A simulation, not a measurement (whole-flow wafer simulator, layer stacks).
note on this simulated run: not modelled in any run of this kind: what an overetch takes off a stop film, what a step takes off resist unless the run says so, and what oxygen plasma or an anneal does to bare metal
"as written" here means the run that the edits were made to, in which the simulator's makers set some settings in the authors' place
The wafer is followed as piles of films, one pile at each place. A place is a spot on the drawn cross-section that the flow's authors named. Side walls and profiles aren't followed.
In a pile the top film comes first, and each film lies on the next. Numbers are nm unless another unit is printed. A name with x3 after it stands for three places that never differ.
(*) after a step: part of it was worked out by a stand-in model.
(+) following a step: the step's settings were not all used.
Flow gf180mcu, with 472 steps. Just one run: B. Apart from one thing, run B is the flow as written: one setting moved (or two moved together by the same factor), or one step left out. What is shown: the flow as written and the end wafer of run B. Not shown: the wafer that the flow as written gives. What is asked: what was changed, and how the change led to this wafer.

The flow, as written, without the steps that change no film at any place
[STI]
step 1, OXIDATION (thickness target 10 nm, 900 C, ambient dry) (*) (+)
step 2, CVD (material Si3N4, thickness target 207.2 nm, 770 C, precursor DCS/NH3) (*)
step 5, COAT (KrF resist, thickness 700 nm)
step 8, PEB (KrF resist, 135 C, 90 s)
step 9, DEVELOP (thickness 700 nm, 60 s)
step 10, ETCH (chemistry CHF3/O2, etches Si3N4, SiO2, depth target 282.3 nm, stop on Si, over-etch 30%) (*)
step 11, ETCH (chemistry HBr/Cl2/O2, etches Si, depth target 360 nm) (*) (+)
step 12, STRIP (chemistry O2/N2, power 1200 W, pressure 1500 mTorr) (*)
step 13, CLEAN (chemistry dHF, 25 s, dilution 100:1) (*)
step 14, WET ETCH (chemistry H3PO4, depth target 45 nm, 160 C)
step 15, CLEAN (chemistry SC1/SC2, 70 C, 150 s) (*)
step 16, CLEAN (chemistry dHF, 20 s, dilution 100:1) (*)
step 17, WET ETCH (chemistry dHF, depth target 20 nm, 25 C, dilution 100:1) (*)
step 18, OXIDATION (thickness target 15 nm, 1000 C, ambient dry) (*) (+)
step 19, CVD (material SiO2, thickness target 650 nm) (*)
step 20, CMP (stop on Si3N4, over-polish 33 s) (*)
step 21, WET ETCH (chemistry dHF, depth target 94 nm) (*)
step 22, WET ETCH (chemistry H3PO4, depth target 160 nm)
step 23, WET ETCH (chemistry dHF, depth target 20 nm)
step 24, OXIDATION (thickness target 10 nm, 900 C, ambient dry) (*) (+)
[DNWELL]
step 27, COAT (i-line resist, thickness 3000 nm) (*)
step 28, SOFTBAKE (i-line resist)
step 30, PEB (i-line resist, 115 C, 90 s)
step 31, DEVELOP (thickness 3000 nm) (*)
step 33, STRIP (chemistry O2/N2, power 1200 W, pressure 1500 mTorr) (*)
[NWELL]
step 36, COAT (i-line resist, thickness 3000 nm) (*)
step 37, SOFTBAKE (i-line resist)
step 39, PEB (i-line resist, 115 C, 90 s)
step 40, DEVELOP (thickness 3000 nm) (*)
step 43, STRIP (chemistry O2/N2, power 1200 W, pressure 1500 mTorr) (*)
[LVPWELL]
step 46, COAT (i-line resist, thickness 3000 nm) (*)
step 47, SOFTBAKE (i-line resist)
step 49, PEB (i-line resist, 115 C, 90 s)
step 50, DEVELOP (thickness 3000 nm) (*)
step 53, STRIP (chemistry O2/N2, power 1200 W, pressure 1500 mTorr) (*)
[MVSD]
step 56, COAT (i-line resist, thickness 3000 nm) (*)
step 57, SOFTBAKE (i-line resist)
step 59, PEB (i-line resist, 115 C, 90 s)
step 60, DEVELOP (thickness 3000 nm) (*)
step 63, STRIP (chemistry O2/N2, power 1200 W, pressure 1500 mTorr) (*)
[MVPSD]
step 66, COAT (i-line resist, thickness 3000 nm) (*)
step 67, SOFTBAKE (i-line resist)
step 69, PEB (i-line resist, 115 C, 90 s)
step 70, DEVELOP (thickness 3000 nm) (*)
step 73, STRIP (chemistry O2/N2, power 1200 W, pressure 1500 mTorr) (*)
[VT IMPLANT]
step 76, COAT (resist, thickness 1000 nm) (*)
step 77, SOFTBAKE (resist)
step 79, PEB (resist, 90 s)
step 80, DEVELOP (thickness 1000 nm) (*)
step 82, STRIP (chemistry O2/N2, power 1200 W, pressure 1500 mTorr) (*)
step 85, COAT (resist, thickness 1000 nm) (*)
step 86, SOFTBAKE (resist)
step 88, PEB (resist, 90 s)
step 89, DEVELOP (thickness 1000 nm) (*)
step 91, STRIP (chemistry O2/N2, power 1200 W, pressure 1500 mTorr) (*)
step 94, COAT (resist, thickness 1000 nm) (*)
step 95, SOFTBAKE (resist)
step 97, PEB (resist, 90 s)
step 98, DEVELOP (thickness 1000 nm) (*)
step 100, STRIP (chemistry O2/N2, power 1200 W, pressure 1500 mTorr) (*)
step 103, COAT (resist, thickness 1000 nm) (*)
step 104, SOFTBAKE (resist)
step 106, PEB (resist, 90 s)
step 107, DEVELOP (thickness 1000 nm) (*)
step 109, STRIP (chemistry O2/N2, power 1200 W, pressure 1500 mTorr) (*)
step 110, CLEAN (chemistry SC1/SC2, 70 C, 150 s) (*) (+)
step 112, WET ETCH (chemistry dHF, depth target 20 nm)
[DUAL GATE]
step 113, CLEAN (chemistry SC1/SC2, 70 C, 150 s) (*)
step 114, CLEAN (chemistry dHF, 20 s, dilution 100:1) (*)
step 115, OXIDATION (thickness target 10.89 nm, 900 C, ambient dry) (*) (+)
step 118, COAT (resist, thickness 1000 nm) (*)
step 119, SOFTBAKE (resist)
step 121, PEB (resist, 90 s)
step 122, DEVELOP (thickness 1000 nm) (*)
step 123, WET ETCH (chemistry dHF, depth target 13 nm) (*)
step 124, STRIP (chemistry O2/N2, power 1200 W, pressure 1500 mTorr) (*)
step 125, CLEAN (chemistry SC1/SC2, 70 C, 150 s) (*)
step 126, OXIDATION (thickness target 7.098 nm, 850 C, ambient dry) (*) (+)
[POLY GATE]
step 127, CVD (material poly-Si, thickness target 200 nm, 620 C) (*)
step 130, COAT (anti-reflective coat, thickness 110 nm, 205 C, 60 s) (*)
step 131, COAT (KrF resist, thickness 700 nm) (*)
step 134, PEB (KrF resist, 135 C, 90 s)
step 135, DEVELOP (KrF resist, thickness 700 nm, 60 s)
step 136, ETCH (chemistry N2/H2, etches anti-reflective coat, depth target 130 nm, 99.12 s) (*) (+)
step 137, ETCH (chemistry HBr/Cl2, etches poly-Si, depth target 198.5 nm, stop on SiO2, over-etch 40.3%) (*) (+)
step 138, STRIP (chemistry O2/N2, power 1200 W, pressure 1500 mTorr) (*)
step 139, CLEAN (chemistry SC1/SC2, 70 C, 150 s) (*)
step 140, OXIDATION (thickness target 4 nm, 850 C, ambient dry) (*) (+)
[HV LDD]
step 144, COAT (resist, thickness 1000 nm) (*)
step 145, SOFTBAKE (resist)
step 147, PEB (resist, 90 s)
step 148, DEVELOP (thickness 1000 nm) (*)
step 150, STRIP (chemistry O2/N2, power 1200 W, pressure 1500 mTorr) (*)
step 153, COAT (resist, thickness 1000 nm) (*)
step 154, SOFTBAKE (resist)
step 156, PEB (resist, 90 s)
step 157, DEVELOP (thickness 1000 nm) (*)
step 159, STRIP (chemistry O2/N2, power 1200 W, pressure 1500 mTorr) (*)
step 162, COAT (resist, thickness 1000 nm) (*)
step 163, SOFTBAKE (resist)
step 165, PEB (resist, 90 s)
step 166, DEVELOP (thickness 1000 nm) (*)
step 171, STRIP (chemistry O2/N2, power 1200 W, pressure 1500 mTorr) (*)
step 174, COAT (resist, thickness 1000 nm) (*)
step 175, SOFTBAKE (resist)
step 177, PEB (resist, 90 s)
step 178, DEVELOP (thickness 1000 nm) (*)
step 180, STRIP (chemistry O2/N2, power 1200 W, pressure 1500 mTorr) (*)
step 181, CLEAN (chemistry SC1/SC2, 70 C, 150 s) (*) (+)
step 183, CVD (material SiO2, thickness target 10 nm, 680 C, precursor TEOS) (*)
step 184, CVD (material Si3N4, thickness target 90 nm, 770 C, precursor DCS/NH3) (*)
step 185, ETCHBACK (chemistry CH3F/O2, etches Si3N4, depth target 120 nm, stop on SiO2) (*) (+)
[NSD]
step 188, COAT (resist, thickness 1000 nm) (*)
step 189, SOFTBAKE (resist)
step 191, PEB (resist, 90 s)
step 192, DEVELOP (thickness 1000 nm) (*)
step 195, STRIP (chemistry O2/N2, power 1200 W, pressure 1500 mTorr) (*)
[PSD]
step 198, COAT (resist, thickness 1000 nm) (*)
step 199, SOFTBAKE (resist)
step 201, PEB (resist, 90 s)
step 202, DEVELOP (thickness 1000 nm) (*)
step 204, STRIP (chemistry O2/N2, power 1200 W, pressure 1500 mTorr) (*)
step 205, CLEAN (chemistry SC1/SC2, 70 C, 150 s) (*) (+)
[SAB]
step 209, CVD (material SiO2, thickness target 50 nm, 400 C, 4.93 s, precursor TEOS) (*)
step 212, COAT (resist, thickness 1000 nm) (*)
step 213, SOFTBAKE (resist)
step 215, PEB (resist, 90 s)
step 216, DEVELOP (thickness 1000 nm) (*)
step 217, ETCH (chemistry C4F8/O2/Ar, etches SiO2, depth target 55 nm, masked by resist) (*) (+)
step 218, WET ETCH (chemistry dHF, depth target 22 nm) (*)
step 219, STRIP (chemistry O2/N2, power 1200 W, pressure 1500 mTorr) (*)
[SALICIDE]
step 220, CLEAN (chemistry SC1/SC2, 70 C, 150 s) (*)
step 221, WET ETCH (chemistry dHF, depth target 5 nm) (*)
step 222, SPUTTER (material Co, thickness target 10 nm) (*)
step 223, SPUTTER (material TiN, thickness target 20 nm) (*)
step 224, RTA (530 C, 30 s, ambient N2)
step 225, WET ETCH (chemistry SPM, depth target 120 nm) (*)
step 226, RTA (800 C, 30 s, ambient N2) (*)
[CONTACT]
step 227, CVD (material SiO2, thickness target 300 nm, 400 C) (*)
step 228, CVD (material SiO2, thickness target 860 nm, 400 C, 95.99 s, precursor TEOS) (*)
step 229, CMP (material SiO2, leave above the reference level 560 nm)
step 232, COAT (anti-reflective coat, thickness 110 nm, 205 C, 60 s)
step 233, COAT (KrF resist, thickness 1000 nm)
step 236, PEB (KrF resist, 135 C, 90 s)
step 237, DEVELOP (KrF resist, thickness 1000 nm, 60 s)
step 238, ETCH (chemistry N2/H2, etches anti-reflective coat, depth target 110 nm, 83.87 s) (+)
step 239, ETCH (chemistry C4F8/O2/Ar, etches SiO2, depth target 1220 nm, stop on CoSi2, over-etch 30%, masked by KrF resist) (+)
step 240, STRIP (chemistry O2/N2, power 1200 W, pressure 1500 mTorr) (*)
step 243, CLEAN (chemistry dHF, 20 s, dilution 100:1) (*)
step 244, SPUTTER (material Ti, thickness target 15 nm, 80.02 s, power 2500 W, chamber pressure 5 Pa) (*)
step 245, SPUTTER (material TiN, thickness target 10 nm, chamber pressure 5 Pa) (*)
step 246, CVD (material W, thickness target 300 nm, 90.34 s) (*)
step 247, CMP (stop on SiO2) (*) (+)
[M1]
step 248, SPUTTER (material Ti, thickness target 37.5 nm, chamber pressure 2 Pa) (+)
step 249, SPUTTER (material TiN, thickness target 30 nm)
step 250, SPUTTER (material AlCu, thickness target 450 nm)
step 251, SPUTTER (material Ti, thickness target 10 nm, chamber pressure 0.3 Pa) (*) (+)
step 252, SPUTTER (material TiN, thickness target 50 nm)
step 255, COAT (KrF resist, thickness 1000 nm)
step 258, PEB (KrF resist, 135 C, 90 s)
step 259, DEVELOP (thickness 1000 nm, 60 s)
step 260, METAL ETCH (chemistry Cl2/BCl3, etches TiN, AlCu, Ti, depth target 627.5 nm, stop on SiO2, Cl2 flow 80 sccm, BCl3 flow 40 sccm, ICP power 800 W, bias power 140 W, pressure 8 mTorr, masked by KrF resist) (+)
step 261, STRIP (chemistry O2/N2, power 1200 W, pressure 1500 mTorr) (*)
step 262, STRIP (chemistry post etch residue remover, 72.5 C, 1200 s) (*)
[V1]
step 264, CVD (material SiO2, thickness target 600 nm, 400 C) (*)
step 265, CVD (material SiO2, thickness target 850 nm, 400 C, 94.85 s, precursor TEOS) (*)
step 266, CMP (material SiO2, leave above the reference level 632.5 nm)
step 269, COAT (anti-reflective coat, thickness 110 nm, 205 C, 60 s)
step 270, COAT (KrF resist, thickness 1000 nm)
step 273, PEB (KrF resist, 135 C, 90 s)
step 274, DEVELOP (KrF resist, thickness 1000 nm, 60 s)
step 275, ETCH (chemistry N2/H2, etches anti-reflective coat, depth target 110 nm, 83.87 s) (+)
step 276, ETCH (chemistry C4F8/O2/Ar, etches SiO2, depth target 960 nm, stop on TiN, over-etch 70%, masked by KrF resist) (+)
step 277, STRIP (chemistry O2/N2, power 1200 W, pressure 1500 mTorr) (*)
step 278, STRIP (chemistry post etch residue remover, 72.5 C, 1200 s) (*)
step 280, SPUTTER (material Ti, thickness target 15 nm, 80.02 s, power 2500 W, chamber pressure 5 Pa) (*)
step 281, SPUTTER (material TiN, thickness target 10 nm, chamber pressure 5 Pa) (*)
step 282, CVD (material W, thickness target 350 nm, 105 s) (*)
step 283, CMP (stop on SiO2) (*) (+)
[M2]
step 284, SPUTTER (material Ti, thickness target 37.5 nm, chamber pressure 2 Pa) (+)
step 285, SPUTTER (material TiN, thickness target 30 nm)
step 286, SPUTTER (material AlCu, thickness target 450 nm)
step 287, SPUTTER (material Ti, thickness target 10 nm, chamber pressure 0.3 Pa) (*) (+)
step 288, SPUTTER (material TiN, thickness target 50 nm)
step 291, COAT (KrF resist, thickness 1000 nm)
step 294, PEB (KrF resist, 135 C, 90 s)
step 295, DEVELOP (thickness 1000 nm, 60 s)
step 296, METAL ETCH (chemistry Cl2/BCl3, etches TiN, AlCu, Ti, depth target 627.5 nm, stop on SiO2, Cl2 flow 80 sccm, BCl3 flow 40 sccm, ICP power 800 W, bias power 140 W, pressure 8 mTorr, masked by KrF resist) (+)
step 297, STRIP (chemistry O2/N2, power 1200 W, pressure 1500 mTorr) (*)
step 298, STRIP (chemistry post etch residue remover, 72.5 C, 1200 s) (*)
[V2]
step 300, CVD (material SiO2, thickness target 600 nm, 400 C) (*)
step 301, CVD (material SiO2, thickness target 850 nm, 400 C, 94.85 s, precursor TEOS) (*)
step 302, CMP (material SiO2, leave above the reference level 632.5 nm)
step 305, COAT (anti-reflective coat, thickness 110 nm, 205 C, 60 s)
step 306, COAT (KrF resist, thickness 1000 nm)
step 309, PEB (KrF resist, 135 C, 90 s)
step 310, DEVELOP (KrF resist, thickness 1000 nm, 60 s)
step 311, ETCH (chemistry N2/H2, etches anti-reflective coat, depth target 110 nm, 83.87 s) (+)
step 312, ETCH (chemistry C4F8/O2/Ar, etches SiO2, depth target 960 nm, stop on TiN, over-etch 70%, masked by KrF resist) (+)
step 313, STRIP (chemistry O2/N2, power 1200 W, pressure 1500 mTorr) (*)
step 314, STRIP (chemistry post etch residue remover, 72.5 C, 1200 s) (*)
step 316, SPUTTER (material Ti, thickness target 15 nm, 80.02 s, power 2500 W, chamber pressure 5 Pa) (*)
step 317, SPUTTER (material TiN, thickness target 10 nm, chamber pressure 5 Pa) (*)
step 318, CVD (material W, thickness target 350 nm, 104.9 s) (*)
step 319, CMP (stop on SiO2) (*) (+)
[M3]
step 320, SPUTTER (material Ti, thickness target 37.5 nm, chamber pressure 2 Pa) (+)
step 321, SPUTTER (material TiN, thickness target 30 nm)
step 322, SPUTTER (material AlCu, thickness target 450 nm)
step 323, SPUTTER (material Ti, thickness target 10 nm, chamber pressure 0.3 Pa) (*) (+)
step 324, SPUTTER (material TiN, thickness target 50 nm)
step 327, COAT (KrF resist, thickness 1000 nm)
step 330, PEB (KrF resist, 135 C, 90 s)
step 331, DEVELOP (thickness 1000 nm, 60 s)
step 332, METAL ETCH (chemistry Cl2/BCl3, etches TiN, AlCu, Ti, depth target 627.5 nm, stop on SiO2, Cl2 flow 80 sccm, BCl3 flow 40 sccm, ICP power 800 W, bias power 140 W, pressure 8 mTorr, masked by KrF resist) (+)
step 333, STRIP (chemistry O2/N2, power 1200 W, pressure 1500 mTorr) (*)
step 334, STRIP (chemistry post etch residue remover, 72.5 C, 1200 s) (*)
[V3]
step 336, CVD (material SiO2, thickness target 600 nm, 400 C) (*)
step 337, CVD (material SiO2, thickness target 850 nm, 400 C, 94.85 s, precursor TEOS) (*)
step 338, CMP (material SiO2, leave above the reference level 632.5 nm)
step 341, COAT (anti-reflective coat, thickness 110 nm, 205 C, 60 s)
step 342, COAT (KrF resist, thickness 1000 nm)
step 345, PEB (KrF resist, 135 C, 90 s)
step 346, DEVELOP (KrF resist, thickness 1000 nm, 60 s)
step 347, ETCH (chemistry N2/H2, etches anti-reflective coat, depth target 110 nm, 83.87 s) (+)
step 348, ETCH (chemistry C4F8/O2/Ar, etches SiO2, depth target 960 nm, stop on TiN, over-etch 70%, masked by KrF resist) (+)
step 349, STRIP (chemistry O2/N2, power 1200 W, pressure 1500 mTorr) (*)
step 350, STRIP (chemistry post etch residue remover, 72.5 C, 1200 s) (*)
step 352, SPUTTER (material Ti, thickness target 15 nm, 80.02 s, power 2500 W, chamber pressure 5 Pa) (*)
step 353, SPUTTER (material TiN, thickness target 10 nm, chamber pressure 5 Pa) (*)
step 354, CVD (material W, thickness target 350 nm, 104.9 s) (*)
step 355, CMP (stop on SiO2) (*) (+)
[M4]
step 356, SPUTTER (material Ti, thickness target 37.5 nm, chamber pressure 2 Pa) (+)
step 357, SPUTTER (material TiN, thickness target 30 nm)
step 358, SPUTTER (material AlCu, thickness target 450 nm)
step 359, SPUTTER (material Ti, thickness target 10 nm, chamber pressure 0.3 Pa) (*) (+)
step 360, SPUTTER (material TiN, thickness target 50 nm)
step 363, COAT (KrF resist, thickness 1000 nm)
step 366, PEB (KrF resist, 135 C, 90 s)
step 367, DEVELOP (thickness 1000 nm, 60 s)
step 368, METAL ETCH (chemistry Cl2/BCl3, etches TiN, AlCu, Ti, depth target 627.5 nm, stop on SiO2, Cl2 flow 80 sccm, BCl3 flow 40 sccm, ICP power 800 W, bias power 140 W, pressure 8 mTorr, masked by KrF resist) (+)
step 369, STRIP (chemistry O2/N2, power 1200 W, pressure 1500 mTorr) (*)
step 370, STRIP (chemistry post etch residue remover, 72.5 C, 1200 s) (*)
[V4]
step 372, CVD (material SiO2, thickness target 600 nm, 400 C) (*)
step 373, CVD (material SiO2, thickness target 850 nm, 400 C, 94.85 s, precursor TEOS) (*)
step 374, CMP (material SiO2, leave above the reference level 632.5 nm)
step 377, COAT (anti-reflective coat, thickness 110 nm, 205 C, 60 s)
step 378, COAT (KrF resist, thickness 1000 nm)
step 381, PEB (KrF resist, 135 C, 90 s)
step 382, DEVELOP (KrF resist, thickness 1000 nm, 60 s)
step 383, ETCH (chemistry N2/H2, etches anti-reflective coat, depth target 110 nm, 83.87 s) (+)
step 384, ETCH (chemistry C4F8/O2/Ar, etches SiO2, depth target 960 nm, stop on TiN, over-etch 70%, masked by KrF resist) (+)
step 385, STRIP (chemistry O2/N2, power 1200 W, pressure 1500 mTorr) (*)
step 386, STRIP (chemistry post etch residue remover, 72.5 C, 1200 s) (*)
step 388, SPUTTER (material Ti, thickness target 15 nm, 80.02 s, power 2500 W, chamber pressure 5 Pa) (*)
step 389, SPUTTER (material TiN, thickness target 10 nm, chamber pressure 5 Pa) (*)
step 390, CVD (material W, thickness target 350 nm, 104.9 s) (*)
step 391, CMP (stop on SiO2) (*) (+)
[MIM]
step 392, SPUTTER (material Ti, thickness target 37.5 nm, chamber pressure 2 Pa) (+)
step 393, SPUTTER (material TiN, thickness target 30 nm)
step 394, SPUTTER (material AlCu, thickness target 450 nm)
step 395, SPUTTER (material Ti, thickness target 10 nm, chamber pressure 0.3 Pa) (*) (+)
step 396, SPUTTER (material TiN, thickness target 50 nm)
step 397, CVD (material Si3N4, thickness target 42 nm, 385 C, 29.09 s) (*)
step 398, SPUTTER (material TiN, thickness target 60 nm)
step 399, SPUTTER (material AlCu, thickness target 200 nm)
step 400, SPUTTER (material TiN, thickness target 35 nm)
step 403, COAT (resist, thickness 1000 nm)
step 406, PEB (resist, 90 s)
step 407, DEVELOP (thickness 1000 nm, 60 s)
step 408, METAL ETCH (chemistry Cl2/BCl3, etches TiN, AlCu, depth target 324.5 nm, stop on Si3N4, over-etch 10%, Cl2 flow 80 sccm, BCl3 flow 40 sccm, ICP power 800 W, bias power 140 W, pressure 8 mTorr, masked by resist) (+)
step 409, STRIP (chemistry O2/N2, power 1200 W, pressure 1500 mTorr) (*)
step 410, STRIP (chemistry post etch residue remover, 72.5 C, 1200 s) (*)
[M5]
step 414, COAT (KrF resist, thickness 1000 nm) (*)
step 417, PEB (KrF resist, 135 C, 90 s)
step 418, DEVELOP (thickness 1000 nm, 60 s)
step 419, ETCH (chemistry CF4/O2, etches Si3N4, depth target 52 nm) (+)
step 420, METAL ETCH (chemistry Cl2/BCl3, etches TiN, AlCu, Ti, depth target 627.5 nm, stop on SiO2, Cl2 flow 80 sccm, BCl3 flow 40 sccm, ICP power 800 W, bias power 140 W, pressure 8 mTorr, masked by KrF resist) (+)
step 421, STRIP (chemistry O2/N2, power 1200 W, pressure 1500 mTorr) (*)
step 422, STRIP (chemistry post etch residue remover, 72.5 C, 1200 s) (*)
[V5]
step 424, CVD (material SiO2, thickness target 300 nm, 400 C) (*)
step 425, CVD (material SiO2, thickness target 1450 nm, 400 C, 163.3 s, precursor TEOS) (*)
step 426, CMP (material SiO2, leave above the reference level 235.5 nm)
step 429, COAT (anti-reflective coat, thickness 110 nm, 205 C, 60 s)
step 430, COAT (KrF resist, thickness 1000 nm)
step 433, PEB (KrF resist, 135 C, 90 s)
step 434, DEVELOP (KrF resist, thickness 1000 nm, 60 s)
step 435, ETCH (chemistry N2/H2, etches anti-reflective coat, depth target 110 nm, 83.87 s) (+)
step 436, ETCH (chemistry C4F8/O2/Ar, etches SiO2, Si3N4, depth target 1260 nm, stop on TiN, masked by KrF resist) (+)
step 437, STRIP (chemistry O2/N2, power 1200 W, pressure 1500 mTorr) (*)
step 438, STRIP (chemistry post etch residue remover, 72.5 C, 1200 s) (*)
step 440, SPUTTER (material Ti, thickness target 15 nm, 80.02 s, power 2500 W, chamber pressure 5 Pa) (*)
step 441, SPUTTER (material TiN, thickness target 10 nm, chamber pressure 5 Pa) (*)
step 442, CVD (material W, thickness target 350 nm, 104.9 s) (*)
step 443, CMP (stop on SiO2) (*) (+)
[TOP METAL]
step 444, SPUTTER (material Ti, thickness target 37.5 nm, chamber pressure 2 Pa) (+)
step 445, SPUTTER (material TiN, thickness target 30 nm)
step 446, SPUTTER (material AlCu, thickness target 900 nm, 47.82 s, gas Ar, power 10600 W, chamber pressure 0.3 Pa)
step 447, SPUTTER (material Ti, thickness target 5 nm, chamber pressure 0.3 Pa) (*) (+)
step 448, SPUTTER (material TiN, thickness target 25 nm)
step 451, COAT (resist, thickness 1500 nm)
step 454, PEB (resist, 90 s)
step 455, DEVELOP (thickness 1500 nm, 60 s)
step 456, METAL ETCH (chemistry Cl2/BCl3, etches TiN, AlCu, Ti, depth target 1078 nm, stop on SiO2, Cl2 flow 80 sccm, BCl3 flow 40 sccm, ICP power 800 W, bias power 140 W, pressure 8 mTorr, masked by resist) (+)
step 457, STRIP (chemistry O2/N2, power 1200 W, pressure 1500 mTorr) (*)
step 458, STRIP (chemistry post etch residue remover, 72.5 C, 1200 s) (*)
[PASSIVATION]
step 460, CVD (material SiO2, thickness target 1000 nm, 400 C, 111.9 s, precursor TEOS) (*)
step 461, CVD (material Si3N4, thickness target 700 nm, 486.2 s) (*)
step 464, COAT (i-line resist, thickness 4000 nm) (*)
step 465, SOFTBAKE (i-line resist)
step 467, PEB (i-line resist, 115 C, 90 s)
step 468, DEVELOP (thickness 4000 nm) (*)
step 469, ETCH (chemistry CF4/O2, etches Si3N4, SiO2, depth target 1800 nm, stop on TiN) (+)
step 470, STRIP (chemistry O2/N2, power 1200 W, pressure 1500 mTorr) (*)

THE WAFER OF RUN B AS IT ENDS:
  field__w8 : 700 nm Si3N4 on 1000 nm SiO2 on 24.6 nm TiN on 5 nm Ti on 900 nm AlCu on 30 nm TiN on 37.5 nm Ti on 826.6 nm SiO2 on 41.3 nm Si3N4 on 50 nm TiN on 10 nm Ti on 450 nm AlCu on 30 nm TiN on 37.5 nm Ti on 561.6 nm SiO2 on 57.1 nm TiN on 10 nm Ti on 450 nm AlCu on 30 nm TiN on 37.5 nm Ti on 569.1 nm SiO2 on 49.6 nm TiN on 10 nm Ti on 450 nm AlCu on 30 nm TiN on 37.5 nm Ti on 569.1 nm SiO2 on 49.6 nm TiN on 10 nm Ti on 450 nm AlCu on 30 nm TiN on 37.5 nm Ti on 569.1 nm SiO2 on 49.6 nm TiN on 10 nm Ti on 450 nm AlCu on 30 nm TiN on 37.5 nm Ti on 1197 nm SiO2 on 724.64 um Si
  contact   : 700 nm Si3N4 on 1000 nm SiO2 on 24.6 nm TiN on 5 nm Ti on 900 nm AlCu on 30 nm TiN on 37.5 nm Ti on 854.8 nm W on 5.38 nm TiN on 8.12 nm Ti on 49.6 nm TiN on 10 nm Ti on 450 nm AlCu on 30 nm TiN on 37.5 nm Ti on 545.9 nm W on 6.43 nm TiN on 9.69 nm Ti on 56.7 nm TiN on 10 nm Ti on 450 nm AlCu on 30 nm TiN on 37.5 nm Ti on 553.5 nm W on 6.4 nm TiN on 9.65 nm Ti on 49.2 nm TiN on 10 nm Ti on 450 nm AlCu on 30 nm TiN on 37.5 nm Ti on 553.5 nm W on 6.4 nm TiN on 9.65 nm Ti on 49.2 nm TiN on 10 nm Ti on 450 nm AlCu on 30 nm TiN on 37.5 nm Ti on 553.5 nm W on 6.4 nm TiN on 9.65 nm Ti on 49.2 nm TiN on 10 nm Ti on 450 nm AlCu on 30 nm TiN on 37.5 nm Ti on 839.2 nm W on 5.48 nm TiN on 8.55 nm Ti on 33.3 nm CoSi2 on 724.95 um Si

Cause: step 360, SPUTTER: thickness target 57.5 nm was run, whereas the flow has thickness target 50 nm.

How this came from the change, step by step:
  step 360, SPUTTER (material TiN, thickness target 50 nm)
      field, field__w1, field__w2 and 108 more: TiN gains 57.5 (new film) (it would be, as written: TiN gains 50 (new film))
  step 368, METAL ETCH (chemistry Cl2/BCl3, etches TiN, AlCu, Ti, depth target 627.5 nm, stop on SiO2, Cl2 flow 80 sccm, BCl3 flow 40 sccm, ICP power 800 W, bias power 140 W, pressure 8 mTorr, masked by KrF resist) (+)
      field, field__w1, field__w2 and 103 more: TiN loses 57.5 (all of it), Ti loses 10 (all of it), AlCu loses 450 (all of it), TiN loses 30 (all of it), Ti loses 37.5 (all of it) (it would be, as written: TiN loses 50 (all of it), Ti loses 10 (all of it), AlCu loses 450 (all of it), TiN loses 30 (all of it), Ti loses 37.5 (all of it))
